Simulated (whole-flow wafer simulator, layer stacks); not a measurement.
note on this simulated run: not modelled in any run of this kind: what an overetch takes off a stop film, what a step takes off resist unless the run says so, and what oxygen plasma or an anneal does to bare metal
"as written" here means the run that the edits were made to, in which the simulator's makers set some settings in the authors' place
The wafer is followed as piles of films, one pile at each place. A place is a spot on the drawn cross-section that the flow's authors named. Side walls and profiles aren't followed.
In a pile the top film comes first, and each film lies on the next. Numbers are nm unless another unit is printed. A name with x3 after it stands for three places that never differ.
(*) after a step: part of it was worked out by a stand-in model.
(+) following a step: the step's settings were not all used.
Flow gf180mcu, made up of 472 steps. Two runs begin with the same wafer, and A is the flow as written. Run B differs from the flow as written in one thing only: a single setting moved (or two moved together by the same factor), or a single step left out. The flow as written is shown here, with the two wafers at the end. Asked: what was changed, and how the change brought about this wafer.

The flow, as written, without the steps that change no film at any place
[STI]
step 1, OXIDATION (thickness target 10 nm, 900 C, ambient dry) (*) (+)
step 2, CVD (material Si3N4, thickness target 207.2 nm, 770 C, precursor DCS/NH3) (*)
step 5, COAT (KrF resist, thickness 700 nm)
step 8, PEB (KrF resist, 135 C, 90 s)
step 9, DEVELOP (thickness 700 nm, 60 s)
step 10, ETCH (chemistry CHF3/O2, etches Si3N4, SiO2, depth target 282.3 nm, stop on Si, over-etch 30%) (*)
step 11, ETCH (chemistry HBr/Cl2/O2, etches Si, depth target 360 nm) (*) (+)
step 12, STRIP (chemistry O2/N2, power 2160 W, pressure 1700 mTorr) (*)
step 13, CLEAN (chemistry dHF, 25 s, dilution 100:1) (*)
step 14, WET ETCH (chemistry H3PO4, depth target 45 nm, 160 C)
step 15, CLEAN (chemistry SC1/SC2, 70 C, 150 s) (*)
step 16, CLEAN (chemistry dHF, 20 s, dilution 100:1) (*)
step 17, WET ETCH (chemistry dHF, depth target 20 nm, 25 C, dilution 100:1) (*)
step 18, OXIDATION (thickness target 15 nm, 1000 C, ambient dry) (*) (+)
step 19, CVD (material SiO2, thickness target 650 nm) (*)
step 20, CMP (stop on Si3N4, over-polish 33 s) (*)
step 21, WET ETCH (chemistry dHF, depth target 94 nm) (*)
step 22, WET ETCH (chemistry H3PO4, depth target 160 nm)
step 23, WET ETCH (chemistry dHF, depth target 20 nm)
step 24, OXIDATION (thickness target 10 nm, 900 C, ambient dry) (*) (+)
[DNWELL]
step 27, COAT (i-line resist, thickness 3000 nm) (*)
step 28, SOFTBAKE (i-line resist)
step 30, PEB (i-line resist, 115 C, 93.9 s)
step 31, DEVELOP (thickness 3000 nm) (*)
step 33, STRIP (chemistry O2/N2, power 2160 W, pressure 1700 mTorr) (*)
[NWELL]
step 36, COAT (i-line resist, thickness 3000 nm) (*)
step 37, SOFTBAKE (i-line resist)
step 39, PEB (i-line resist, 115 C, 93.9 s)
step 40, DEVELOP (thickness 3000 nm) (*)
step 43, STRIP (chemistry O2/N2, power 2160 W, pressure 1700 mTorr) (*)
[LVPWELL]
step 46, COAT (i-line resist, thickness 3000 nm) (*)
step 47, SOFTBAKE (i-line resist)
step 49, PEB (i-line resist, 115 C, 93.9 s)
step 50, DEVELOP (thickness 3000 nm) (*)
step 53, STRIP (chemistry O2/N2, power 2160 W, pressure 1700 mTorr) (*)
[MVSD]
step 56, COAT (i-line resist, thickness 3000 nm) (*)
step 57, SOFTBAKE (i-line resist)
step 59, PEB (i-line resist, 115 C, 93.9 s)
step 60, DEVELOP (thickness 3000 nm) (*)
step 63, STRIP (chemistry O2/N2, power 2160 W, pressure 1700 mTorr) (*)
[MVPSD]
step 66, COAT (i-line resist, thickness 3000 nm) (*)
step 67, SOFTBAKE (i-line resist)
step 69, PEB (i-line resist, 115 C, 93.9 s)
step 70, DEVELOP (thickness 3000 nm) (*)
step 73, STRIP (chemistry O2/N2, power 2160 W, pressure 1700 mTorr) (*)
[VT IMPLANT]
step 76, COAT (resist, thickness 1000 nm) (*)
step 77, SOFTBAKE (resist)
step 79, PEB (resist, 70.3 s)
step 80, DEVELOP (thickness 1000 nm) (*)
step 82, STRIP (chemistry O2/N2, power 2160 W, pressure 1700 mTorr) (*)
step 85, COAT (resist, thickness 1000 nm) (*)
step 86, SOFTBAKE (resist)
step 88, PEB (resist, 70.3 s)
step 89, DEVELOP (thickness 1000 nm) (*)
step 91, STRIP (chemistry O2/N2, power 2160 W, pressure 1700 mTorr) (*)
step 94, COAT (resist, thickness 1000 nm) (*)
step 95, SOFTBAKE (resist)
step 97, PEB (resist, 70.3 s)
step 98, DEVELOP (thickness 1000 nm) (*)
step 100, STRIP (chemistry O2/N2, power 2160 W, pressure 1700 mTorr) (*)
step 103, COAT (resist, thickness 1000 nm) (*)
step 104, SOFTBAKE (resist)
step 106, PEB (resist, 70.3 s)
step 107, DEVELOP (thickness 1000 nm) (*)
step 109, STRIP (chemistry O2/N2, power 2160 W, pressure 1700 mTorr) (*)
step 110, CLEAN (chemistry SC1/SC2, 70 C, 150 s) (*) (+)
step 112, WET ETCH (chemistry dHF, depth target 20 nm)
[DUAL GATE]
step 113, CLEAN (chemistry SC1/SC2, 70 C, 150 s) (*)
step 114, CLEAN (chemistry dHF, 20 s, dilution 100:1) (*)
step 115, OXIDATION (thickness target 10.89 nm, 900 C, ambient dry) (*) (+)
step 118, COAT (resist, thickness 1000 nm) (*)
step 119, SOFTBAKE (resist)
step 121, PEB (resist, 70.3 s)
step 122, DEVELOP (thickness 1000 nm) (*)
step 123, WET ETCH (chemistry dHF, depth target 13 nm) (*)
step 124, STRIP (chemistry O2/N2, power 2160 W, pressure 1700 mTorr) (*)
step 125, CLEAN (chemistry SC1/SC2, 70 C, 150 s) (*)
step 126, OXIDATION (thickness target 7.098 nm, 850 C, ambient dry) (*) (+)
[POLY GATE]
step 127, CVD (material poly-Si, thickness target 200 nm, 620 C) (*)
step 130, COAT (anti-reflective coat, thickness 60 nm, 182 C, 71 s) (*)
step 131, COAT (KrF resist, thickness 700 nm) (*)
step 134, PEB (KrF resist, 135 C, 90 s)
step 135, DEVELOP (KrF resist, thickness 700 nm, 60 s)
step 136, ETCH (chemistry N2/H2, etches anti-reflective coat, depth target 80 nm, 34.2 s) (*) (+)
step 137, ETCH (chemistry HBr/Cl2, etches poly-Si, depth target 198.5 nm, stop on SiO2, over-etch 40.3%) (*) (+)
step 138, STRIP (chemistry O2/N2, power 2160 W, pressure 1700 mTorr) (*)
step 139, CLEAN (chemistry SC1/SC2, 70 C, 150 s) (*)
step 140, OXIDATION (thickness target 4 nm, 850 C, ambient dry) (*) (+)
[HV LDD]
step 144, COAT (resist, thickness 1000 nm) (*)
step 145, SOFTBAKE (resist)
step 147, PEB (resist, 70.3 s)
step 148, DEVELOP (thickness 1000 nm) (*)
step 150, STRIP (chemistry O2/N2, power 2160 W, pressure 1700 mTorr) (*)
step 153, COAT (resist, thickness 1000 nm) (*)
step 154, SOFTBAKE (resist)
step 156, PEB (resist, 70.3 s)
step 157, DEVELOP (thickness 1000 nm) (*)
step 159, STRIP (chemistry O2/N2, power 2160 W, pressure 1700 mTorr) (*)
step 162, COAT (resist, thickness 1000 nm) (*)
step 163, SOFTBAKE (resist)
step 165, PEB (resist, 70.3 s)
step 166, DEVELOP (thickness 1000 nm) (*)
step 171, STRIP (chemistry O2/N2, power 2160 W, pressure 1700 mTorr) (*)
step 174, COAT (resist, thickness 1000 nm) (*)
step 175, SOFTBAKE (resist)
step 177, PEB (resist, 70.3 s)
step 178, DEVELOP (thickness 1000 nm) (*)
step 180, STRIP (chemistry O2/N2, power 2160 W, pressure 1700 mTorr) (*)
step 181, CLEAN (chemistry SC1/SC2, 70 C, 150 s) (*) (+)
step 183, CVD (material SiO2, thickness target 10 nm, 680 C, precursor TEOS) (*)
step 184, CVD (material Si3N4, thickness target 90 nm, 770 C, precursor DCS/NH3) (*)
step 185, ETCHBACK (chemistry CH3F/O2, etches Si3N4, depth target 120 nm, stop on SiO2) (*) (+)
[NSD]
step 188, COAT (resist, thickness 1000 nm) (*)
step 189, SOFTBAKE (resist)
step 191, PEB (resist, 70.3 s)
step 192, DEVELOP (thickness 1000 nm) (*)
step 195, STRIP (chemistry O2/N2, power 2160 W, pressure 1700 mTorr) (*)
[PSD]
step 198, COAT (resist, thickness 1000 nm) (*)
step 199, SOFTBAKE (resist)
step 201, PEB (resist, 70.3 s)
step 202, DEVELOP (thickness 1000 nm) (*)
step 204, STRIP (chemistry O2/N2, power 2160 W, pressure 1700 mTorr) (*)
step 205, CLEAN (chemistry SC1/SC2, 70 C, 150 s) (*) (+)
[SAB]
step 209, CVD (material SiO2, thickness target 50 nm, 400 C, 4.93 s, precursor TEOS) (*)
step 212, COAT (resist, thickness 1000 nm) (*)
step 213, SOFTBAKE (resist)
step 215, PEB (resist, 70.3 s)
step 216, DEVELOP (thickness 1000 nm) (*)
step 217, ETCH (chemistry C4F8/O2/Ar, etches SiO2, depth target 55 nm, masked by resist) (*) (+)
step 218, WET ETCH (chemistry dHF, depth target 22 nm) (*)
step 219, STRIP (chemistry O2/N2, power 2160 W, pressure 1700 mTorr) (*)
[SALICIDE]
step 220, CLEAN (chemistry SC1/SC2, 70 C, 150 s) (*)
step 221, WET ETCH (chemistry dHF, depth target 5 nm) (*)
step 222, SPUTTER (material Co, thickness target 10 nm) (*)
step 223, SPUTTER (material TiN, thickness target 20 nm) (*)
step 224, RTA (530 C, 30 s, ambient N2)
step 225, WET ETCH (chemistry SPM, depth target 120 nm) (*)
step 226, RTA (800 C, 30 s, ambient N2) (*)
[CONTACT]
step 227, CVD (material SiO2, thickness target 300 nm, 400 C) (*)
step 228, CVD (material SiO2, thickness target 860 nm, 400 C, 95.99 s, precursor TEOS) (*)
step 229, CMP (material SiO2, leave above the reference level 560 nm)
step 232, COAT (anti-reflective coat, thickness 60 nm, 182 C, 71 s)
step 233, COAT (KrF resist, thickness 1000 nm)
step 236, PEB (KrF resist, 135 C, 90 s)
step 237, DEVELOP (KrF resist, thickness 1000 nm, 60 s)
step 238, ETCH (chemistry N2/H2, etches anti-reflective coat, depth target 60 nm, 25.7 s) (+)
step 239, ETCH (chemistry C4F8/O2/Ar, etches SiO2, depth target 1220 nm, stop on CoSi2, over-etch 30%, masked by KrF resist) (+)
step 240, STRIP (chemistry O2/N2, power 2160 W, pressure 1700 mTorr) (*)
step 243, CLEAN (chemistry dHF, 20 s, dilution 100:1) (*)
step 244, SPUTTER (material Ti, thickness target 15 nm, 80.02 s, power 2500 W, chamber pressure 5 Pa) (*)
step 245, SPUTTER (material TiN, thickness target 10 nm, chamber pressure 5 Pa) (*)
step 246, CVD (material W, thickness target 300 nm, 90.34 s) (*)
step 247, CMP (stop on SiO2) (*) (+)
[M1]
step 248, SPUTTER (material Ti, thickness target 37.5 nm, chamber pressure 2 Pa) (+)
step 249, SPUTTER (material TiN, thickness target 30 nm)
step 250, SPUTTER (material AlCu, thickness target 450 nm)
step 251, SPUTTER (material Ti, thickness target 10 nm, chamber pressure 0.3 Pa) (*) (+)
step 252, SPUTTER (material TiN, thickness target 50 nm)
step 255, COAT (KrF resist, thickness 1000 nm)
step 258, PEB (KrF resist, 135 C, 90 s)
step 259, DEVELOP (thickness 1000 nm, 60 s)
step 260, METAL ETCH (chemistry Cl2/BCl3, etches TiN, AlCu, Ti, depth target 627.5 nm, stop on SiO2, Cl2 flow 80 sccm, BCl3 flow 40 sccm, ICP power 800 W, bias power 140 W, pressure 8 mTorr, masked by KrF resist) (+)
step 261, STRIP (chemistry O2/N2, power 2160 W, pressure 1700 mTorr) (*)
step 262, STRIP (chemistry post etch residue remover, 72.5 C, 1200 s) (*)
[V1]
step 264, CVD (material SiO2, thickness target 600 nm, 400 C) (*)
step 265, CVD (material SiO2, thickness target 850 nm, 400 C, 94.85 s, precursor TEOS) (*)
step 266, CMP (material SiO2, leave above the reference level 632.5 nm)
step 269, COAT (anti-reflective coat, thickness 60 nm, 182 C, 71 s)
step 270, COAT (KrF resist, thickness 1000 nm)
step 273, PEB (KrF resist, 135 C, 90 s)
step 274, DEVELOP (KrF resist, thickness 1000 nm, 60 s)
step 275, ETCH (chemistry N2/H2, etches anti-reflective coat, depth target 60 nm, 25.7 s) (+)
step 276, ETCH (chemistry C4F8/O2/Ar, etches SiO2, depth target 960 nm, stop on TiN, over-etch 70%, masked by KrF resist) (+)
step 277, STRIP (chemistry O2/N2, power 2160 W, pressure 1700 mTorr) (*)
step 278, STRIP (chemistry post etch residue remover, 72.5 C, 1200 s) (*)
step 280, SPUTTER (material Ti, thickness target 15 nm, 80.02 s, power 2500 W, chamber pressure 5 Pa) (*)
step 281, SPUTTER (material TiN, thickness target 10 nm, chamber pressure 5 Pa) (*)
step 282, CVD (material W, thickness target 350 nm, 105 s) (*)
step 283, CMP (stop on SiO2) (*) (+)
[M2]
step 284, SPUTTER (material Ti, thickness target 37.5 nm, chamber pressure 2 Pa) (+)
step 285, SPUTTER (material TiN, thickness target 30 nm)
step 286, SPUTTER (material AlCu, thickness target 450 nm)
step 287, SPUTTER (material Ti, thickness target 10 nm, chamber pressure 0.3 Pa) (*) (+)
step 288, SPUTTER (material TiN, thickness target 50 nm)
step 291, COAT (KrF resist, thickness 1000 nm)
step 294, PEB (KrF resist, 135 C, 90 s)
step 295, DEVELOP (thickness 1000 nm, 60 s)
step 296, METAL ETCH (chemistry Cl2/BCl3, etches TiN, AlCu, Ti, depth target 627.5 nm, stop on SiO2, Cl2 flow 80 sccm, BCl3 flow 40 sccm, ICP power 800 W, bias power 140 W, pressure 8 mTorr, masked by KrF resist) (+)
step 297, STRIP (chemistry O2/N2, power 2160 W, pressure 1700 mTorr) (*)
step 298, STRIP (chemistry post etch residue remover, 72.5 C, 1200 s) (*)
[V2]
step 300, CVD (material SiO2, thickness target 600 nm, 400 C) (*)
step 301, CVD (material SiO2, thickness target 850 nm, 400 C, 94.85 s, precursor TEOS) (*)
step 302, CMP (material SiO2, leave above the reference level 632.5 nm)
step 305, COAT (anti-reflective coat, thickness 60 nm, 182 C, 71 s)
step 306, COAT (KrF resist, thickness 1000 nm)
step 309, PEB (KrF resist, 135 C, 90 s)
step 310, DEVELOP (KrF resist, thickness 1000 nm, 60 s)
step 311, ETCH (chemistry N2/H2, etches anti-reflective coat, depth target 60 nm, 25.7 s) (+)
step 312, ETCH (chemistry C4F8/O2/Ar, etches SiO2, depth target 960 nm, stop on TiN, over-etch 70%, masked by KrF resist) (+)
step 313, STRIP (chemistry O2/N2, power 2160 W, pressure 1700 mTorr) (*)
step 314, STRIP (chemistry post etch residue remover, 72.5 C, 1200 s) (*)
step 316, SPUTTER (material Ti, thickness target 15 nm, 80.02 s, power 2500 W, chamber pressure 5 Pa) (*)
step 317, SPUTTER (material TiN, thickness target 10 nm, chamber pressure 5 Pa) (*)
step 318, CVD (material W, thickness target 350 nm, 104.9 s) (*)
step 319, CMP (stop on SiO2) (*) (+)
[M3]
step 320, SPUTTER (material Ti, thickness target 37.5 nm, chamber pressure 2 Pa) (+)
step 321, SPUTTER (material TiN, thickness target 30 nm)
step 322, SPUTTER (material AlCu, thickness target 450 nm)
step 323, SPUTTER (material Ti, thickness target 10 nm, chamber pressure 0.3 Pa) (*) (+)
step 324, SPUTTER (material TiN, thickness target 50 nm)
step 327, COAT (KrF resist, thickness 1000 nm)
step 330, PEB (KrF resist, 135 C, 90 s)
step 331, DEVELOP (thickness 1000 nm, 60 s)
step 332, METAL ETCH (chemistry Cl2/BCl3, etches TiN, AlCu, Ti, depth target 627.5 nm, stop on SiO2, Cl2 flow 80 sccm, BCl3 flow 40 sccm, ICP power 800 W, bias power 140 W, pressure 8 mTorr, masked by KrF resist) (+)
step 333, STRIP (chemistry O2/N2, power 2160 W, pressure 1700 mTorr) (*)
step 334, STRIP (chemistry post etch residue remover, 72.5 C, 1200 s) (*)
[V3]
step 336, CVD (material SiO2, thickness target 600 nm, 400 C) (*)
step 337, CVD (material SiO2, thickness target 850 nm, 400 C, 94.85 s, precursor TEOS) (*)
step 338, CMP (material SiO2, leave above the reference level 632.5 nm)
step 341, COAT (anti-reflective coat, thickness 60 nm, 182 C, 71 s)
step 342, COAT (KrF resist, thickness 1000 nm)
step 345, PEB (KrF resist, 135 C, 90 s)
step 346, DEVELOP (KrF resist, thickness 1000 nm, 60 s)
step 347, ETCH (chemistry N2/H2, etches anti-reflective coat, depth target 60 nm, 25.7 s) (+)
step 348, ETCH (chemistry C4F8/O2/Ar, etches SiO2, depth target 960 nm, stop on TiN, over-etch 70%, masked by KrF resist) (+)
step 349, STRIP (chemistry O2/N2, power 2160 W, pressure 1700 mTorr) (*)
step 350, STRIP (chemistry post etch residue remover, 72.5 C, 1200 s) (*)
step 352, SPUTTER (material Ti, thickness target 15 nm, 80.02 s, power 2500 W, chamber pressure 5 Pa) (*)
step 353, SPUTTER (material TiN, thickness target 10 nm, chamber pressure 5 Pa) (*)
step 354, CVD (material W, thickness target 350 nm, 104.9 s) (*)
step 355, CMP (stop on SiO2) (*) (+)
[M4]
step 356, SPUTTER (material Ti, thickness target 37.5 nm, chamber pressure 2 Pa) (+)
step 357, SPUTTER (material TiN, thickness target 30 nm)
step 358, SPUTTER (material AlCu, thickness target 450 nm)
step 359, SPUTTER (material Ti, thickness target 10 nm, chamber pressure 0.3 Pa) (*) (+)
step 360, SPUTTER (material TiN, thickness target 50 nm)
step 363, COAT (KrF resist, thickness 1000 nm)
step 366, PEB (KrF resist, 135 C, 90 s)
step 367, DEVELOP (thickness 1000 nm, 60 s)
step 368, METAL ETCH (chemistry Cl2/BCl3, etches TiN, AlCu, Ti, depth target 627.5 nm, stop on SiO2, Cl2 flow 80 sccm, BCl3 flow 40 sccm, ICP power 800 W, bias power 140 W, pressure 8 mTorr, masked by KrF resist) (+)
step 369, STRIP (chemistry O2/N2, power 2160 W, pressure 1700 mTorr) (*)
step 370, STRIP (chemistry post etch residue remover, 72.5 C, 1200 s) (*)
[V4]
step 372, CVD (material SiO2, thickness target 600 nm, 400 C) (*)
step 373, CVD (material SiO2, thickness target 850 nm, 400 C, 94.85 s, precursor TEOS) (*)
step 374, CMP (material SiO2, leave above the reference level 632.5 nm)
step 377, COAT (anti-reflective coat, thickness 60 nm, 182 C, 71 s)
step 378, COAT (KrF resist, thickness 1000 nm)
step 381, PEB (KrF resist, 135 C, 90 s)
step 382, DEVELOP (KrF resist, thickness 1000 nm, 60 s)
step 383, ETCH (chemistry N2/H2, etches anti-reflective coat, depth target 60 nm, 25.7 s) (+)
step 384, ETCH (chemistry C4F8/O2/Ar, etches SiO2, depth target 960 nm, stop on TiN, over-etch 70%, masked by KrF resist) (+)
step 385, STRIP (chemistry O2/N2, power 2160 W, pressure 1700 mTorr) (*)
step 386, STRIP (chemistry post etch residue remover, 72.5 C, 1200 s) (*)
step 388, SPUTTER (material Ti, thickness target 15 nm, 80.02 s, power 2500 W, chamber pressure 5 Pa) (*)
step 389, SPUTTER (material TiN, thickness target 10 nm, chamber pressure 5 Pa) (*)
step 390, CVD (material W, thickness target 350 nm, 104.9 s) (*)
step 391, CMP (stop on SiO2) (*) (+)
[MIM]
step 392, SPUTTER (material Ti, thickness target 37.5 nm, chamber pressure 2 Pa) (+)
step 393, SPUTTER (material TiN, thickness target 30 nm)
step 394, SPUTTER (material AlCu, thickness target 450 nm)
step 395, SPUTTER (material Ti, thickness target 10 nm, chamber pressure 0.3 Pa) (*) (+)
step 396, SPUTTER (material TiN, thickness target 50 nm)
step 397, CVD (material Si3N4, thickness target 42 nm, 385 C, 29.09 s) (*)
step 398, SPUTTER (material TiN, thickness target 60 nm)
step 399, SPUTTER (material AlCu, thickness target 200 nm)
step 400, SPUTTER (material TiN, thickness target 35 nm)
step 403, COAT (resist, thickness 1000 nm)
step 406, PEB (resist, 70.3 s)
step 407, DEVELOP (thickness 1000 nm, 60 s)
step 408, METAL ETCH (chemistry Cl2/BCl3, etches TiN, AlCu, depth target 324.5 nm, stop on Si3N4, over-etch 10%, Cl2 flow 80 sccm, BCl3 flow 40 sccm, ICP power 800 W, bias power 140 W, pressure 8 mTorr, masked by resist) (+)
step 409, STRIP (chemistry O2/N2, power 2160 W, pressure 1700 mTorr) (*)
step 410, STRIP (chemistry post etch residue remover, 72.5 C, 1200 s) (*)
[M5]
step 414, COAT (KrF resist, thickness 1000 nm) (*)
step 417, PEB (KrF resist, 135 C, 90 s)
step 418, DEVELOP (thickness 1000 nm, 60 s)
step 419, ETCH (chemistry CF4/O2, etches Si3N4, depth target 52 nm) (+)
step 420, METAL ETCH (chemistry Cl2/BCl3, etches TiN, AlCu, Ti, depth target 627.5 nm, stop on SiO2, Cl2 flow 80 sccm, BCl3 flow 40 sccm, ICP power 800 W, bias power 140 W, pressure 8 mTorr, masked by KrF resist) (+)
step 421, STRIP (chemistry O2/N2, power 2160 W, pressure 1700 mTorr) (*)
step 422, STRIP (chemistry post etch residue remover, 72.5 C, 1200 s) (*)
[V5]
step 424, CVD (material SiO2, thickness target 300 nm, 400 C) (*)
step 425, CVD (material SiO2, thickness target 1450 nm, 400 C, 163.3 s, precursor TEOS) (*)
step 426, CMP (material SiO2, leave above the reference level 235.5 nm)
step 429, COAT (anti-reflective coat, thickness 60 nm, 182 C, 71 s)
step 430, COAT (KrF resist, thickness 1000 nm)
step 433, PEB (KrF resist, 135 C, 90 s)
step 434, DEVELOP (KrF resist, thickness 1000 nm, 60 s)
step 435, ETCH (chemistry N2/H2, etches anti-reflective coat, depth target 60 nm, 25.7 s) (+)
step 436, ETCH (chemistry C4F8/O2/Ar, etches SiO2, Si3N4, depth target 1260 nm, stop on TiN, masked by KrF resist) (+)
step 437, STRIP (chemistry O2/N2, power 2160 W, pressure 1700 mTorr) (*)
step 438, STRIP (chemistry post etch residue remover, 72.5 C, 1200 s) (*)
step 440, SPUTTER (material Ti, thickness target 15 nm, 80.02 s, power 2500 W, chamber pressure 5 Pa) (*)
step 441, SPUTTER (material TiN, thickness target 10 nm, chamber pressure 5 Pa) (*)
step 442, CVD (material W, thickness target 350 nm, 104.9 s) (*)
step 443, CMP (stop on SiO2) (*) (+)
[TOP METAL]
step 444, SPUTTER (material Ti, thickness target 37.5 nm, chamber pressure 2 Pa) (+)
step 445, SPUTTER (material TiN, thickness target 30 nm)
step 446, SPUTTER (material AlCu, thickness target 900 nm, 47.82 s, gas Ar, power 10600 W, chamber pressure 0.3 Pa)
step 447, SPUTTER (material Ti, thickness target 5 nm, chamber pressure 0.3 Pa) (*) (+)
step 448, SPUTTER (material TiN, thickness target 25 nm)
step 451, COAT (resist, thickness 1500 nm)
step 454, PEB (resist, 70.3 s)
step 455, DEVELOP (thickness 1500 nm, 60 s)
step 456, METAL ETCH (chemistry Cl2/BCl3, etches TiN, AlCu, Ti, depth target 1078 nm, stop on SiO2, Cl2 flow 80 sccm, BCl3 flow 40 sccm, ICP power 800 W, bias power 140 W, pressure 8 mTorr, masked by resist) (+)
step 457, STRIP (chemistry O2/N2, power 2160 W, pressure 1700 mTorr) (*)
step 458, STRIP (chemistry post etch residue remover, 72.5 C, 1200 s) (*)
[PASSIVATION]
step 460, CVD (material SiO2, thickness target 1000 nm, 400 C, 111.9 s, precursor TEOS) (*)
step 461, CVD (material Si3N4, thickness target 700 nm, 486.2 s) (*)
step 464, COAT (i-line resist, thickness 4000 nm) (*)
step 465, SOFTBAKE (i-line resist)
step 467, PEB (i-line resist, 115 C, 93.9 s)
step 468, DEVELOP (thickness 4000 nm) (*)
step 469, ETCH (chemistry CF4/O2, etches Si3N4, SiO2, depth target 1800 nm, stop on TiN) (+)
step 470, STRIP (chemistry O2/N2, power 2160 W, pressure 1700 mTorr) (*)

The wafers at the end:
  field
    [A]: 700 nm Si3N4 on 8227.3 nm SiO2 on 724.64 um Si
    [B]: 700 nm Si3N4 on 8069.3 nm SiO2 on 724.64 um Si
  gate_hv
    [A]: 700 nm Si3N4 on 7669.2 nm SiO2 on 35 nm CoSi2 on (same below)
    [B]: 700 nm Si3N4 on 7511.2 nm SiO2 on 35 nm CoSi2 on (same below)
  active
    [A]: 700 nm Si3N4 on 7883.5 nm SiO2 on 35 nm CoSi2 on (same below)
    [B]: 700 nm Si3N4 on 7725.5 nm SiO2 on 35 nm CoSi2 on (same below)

Cause: step 322, SPUTTER: thickness target 292 nm was run, whereas the flow has thickness target 450 nm.

Step by step, how the change led to this:
  step 322, SPUTTER (material AlCu, thickness target 450 nm)
      field, field__w1, field__w2 and 108 more: A AlCu gains 450 (new film) | B AlCu gains 292 (new film)
  step 332, METAL ETCH (chemistry Cl2/BCl3, etches TiN, AlCu, Ti, depth target 627.5 nm, stop on SiO2, Cl2 flow 80 sccm, BCl3 flow 40 sccm, ICP power 800 W, bias power 140 W, pressure 8 mTorr, masked by KrF resist) (+)
      field, field__w1, field__w2 and 103 more: A TiN loses 50 (all of it), Ti loses 10 (all of it), AlCu loses 450 (all of it), TiN loses 30 (all of it), Ti loses 37.5 (all of it) | B TiN loses 50 (all of it), Ti loses 10 (all of it), AlCu loses 292 (all of it), TiN loses 30 (all of it), Ti loses 37.5 (all of it)
  step 338, CMP (material SiO2, leave above the reference level 632.5 nm)
      field, field__w1, field__w2 and 103 more: A SiO2 loses 300 | B SiO2 loses 458
